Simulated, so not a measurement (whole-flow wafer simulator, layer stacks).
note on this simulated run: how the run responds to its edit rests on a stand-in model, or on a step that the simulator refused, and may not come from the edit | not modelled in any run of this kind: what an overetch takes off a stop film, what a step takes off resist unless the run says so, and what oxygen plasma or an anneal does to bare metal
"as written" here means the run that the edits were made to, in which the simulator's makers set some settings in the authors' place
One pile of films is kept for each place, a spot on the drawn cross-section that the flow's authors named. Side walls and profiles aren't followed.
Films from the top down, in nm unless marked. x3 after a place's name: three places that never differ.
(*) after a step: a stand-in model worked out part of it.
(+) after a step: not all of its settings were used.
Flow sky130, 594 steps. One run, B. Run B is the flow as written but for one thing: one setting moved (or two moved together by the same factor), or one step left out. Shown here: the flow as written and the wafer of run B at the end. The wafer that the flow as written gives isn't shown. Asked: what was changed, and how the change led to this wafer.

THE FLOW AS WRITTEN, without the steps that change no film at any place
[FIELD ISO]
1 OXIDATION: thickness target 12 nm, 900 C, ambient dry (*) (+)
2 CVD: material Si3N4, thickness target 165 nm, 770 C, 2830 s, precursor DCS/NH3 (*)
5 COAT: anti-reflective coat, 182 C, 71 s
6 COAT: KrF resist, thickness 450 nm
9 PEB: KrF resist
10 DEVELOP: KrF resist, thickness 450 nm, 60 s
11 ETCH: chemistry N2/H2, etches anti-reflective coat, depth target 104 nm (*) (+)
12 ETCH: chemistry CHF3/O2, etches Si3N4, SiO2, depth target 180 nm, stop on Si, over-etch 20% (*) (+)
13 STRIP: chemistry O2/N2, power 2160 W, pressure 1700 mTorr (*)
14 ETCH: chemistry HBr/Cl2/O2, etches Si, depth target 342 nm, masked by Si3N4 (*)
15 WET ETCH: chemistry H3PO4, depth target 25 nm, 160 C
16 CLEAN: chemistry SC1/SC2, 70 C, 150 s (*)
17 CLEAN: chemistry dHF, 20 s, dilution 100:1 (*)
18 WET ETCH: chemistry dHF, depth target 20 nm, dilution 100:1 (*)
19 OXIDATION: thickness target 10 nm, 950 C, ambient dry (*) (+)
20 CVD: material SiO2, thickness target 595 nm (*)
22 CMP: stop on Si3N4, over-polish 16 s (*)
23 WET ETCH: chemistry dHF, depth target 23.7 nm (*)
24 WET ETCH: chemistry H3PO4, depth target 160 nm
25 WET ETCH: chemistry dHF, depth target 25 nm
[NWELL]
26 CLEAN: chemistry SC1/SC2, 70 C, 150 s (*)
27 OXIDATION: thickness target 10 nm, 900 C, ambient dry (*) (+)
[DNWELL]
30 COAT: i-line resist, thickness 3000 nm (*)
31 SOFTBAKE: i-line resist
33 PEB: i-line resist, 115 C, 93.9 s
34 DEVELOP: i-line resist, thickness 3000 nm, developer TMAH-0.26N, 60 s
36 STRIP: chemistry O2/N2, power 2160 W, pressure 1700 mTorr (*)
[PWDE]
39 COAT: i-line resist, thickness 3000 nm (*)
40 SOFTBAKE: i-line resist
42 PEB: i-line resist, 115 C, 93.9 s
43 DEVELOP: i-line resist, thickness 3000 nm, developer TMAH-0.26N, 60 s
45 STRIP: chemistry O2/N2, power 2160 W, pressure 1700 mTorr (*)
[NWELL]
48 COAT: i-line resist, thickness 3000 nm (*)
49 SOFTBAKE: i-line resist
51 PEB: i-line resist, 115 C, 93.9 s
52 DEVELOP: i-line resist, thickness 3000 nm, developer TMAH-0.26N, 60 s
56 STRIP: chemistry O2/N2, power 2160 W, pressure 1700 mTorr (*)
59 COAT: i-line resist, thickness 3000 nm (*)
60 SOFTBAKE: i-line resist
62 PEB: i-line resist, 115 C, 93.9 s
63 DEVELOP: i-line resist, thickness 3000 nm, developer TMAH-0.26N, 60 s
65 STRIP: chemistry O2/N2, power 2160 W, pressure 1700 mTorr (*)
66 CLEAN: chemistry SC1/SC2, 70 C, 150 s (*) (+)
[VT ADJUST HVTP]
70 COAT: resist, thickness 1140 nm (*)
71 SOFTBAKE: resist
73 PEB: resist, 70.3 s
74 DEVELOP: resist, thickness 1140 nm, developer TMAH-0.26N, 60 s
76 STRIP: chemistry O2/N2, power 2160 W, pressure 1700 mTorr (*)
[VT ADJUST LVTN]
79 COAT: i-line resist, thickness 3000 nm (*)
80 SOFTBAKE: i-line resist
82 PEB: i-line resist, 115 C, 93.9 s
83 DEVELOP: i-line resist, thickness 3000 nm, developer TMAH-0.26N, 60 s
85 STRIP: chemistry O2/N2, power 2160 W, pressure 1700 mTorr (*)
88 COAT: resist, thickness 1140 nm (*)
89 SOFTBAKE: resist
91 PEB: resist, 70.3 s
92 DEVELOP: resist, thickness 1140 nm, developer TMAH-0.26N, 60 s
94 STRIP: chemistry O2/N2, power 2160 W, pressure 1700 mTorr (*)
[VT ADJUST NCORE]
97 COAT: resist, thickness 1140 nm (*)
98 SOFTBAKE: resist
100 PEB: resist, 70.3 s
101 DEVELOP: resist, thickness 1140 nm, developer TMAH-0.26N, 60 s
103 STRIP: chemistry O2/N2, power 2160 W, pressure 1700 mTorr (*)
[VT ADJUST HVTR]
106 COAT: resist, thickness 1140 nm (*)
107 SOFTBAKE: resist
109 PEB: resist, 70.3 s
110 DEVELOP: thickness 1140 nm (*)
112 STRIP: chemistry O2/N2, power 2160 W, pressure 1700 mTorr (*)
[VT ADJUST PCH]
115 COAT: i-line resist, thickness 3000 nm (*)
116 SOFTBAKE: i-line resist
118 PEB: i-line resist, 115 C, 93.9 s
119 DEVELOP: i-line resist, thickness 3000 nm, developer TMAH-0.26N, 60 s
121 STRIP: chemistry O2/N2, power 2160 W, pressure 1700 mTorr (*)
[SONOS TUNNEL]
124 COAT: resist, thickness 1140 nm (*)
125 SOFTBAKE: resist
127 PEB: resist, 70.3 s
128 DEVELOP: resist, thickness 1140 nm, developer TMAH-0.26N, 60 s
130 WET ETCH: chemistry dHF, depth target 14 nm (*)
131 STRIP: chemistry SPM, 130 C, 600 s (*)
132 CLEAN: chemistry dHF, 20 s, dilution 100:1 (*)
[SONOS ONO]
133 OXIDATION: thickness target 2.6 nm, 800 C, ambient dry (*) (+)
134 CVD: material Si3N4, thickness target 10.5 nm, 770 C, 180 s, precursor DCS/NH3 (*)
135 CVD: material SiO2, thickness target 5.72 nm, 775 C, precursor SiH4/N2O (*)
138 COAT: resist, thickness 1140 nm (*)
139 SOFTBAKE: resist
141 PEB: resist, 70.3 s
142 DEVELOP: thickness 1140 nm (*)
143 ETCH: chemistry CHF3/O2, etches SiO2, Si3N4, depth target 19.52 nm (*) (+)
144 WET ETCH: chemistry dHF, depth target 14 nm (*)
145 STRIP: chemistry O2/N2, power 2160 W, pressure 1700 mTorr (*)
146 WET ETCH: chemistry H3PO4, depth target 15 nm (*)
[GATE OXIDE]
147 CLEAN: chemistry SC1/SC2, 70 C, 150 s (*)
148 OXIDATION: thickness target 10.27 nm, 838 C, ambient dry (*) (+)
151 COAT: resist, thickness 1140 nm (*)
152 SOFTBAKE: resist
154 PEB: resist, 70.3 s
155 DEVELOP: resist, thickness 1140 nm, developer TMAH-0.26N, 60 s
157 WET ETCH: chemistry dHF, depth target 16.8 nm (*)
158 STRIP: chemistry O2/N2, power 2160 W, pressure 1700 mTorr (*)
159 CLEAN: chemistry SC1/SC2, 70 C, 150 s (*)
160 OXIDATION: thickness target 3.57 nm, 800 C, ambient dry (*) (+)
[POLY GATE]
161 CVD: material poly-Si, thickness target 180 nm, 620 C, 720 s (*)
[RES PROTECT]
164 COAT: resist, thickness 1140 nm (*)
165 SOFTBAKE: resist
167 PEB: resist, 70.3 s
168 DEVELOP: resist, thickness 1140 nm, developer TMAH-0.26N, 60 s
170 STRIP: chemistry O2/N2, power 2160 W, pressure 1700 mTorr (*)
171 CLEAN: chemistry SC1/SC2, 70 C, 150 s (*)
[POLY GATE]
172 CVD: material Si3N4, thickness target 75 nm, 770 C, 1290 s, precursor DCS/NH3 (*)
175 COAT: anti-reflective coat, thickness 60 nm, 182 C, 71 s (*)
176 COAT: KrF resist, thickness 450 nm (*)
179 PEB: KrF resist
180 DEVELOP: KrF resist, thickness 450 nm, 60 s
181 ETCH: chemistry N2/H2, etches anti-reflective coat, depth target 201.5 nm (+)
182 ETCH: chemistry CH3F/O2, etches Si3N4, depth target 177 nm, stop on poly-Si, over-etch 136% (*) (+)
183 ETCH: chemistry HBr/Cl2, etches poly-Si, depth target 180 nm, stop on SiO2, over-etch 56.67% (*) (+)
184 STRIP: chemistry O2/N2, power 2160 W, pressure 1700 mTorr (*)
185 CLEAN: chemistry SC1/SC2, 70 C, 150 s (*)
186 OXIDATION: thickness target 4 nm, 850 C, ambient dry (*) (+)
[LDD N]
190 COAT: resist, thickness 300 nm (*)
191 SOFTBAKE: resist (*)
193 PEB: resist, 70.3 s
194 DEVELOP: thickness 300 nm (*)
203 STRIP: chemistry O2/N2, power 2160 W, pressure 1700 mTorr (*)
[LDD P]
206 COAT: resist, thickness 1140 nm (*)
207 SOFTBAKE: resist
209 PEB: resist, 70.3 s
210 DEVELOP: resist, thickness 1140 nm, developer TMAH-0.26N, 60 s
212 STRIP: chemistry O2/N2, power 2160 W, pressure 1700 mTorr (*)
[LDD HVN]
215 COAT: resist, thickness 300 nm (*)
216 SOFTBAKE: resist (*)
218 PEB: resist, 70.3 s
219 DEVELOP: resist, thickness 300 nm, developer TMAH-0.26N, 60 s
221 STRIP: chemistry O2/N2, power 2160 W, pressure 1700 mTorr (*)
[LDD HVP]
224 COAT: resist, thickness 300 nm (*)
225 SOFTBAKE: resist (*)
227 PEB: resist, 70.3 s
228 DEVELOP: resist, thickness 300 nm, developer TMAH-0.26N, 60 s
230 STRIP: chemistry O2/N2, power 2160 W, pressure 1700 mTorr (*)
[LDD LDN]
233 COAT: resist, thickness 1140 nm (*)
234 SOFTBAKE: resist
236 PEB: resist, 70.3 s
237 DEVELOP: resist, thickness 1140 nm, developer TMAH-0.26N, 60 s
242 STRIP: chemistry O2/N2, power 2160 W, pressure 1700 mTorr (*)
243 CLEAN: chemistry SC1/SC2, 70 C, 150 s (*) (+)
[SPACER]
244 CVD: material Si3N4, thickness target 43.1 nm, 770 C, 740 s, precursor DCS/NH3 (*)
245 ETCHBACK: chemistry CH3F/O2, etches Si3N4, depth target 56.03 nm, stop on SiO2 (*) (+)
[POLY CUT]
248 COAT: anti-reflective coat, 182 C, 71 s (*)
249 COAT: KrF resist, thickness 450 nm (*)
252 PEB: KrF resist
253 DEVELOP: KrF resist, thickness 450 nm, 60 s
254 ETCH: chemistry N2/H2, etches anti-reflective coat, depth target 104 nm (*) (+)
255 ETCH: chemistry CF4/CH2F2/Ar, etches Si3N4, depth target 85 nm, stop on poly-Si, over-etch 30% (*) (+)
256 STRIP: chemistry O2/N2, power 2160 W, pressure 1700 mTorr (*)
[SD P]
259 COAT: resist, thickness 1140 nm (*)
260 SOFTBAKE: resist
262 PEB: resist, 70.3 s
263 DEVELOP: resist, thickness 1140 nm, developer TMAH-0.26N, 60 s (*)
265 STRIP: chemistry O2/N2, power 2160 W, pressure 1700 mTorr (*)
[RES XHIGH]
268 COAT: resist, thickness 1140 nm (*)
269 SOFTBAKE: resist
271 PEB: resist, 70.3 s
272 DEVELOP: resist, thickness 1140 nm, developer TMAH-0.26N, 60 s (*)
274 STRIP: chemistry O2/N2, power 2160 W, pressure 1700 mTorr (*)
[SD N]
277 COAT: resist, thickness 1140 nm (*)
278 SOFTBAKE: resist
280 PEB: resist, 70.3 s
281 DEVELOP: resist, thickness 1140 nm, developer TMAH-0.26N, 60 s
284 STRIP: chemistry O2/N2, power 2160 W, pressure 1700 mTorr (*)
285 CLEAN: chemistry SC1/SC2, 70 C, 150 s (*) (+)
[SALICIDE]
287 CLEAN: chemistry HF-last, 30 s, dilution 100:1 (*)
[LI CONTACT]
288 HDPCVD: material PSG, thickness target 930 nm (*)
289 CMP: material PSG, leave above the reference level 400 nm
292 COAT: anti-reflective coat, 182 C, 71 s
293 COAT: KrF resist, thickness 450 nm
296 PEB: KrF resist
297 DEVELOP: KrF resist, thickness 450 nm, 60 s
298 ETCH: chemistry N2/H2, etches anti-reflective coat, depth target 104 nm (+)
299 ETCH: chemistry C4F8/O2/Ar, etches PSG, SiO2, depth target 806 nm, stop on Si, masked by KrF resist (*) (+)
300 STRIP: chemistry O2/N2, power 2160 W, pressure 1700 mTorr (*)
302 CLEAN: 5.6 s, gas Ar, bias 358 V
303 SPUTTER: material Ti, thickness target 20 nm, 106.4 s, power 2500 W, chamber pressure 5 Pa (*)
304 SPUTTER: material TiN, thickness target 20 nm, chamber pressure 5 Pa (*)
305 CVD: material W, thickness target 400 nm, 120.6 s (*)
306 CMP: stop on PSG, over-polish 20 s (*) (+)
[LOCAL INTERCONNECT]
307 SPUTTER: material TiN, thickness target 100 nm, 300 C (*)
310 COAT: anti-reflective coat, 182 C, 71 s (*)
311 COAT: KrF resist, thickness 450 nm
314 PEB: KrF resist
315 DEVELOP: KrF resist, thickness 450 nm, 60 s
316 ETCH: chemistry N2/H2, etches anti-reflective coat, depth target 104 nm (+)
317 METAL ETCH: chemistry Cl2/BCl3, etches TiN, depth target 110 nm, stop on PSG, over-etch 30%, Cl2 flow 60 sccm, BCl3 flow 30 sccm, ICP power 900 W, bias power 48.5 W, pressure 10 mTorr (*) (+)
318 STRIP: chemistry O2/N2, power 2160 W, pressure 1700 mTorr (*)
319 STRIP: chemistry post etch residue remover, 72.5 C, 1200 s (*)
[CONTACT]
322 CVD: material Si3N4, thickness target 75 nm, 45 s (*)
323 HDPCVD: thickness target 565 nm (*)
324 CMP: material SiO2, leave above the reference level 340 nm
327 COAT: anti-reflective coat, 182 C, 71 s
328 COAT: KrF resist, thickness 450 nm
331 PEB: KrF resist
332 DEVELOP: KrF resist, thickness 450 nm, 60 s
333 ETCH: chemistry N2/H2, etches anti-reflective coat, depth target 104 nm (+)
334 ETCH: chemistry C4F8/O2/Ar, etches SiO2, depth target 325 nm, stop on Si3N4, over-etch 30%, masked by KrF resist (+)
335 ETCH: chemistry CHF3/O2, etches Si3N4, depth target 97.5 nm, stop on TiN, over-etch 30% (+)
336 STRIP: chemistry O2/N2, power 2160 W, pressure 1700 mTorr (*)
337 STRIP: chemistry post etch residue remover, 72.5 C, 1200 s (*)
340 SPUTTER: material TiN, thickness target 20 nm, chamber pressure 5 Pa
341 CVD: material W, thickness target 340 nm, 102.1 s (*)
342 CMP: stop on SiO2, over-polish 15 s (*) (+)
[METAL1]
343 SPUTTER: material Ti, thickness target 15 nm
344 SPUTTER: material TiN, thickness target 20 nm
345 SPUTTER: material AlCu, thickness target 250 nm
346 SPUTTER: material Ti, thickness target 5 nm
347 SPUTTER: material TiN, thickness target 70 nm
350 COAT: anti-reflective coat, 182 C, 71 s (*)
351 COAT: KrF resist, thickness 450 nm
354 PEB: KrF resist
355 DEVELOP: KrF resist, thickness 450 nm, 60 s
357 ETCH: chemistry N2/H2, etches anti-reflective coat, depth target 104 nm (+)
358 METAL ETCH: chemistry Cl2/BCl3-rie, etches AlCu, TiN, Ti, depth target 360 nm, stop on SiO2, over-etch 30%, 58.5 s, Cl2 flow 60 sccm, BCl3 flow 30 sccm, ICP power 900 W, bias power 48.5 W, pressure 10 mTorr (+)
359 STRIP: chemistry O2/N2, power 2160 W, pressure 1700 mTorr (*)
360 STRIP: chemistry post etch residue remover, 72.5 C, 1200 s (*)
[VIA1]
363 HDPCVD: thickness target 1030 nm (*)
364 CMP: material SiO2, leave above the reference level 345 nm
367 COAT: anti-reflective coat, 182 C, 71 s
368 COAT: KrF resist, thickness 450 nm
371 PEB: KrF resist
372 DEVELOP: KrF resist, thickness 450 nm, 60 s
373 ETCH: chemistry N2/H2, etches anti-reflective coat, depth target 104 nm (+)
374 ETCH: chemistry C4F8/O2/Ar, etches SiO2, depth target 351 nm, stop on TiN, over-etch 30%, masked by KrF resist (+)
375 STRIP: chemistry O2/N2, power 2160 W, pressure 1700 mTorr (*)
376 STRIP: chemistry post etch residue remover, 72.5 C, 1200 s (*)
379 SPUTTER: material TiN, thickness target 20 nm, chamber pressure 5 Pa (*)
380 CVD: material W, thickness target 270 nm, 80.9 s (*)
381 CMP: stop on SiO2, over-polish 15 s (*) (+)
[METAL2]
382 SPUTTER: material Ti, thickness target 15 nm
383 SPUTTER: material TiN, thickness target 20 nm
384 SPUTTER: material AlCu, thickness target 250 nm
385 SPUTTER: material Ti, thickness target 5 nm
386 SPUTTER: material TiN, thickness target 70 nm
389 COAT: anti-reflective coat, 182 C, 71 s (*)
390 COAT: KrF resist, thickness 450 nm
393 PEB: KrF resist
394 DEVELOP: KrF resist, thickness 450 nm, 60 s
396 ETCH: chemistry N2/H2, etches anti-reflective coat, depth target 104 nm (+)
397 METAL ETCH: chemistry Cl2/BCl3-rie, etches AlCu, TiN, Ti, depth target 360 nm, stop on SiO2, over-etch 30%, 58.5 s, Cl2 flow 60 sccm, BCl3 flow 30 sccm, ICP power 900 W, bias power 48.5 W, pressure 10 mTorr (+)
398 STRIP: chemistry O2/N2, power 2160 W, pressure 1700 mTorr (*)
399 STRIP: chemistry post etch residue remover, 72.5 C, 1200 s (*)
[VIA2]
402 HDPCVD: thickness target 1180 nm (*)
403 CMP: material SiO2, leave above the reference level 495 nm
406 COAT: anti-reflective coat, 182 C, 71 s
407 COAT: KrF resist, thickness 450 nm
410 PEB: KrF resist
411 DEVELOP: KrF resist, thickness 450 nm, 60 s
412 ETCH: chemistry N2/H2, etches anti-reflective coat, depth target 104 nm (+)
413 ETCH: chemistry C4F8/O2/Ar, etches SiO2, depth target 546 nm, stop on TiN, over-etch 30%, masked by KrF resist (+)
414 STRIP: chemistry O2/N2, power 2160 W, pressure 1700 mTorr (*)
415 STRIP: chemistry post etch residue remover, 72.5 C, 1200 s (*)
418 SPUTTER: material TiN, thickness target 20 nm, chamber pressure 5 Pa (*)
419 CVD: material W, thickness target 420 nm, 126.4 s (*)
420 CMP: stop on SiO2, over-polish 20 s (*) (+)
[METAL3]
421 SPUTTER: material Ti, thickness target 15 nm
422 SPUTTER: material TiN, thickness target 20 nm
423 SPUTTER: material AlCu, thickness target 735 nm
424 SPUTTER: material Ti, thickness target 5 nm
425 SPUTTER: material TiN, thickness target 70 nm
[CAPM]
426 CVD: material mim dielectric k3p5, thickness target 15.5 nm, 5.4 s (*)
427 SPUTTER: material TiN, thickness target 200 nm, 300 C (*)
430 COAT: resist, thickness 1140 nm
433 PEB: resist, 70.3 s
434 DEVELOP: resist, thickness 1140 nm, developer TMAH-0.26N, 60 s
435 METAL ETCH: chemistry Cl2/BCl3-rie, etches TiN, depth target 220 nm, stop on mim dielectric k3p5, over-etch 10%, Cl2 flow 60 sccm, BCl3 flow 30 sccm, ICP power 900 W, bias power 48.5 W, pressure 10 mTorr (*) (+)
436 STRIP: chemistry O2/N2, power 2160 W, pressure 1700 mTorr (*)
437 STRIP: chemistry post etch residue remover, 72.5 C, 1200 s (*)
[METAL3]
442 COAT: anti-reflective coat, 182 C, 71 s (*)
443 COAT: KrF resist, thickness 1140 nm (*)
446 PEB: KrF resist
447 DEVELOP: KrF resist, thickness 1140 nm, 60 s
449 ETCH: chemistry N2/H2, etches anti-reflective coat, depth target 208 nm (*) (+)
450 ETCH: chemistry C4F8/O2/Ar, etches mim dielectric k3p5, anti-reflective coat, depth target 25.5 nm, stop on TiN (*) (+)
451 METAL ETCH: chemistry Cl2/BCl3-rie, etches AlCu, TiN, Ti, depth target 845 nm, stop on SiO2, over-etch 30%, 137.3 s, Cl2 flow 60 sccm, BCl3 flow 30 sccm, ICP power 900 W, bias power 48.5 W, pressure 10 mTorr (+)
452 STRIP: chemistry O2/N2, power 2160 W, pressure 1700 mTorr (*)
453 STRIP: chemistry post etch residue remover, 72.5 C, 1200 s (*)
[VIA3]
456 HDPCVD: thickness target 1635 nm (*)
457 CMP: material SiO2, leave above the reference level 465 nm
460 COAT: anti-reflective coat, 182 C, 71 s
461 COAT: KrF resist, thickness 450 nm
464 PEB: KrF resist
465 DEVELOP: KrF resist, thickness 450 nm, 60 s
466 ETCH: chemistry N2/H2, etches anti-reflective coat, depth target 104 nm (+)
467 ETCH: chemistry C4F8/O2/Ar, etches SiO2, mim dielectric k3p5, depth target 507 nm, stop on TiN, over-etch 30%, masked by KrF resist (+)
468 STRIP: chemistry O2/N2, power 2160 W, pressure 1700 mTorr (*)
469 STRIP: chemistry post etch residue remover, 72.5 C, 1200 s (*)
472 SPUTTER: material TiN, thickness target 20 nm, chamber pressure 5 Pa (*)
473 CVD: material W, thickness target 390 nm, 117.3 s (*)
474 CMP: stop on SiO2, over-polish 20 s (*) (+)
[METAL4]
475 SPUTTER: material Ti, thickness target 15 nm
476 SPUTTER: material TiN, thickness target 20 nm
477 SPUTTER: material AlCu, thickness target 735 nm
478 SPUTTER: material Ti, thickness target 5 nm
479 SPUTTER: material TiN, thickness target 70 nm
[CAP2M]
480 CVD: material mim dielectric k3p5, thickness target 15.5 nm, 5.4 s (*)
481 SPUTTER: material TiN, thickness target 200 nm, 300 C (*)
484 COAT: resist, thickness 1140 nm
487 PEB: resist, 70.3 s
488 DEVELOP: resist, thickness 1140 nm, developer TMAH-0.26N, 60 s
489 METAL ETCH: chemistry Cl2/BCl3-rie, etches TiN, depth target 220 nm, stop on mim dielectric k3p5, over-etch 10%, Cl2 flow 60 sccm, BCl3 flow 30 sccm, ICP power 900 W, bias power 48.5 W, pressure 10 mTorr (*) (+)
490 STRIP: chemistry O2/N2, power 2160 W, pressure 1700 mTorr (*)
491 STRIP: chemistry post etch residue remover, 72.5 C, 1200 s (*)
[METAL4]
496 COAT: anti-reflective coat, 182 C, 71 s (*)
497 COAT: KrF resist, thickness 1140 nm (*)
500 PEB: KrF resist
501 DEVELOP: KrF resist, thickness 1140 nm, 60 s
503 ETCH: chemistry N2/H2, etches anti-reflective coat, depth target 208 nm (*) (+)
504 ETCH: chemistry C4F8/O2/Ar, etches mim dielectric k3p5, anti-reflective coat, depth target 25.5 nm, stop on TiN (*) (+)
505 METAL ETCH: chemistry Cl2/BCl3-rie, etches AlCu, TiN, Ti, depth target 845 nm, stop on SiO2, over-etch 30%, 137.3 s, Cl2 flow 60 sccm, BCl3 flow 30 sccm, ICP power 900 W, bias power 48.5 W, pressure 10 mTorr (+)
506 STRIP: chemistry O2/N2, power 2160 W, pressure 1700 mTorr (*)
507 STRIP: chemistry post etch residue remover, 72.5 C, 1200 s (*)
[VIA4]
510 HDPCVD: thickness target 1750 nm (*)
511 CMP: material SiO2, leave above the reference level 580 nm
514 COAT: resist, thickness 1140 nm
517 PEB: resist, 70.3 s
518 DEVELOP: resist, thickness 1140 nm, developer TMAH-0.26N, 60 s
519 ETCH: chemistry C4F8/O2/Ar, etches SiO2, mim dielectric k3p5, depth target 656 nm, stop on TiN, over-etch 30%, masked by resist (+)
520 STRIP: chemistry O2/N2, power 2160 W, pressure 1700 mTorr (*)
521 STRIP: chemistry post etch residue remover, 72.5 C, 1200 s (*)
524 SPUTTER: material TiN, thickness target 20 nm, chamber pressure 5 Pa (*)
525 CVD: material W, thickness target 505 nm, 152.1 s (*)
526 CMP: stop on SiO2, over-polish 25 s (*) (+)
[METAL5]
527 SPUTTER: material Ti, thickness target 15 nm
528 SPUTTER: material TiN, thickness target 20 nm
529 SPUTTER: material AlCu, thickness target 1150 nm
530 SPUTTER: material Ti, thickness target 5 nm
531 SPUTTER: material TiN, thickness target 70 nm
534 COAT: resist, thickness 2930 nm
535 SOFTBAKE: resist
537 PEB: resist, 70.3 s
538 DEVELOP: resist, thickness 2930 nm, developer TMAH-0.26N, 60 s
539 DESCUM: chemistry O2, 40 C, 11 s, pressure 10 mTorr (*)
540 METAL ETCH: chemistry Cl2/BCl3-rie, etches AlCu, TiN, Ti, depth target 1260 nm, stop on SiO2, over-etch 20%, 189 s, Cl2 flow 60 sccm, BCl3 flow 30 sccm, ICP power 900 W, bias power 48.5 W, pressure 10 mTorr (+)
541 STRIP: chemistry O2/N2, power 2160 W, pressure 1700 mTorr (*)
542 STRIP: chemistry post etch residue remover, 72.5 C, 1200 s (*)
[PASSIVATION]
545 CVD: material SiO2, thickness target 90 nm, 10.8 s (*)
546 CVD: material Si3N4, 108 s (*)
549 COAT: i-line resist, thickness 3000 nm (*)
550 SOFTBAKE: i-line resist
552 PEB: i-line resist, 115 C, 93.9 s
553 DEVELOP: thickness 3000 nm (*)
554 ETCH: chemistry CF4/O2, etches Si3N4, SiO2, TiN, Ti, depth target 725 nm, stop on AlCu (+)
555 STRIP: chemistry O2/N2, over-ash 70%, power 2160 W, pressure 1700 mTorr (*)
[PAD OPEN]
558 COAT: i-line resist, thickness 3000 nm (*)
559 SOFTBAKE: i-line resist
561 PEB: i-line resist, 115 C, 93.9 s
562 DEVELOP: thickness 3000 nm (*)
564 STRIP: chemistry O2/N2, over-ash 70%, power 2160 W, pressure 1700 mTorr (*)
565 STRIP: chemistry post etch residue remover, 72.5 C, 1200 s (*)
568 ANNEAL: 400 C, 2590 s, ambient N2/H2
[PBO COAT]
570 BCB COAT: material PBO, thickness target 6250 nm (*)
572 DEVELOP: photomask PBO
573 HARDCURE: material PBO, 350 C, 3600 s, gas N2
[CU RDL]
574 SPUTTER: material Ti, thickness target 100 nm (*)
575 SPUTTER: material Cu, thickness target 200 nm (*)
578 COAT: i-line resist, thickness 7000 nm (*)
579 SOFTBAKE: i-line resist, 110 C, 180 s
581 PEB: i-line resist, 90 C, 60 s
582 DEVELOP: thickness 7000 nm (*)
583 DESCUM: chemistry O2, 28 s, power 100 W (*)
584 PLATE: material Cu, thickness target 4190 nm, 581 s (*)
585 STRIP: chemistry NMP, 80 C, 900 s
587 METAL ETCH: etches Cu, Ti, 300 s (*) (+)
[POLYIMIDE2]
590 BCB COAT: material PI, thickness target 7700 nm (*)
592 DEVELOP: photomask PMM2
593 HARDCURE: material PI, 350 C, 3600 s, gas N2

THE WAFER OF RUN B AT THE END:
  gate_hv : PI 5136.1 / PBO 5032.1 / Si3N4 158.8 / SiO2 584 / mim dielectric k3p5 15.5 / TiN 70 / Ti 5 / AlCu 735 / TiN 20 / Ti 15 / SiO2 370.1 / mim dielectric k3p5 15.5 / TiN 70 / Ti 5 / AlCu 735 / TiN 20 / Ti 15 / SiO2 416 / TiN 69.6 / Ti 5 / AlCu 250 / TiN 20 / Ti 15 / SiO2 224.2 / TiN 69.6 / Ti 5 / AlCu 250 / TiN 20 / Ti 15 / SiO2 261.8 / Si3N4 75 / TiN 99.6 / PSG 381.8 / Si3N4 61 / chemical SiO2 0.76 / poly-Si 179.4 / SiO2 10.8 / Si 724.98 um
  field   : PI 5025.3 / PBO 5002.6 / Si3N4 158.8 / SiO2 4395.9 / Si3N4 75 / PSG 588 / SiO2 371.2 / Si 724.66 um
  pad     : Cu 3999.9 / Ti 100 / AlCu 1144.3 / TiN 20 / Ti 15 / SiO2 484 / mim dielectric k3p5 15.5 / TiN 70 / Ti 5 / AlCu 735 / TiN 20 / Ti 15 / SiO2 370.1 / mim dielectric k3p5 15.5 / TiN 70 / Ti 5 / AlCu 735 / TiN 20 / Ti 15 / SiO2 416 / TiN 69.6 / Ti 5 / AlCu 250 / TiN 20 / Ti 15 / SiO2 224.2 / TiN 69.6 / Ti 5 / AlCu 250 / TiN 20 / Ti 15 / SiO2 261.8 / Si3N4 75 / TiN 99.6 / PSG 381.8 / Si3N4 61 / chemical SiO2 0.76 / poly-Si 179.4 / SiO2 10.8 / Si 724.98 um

The cause: step 364, CMP: leave above the reference level 302 nm was run, where the flow has leave above the reference level 345 nm.

How the change led to this, step by step:
  364 CMP: material SiO2, leave above the reference level 345 nm
      n_well, p_well, gate_hv and 100 more: SiO2 -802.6 (as written it would be: SiO2 -759.6)
      field, active, gate and 81 more: SiO2 -432.1 (as written it would be: SiO2 -389.1)
      (and at 4 more places)
  374 ETCH: chemistry C4F8/O2/Ar, etches SiO2, depth target 351 nm, stop on TiN, over-etch 30%, masked by KrF resist (+)
      field, active, n_well and 186 more: KrF resist -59 (as written it would be: KrF resist -70.1)
      m1, via1_hole: SiO2 -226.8 (all of it) (as written it would be: SiO2 -269.8 (all of it))
  375 STRIP: chemistry O2/N2, power 2160 W, pressure 1700 mTorr (*)
      field, active, n_well and 186 more: KrF resist -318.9 (all of it), anti-reflective coat -80 (all of it) (as written it would be: KrF resist -307.7 (all of it), anti-reflective coat -80 (all of it))
  379 SPUTTER: material TiN, thickness target 20 nm, chamber pressure 5 Pa (*)
      m1: TiN +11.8 (as written it would be: TiN +11)
      via1_hole: TiN +11.8 (as written it would be: TiN +10.9)
  380 CVD: material W, thickness target 270 nm, 80.9 s (*)
      m1: W +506 (new film) (as written it would be: W +549.9 (new film))
      via1_hole: W +506.1 (new film) (as written it would be: W +549.9 (new film))
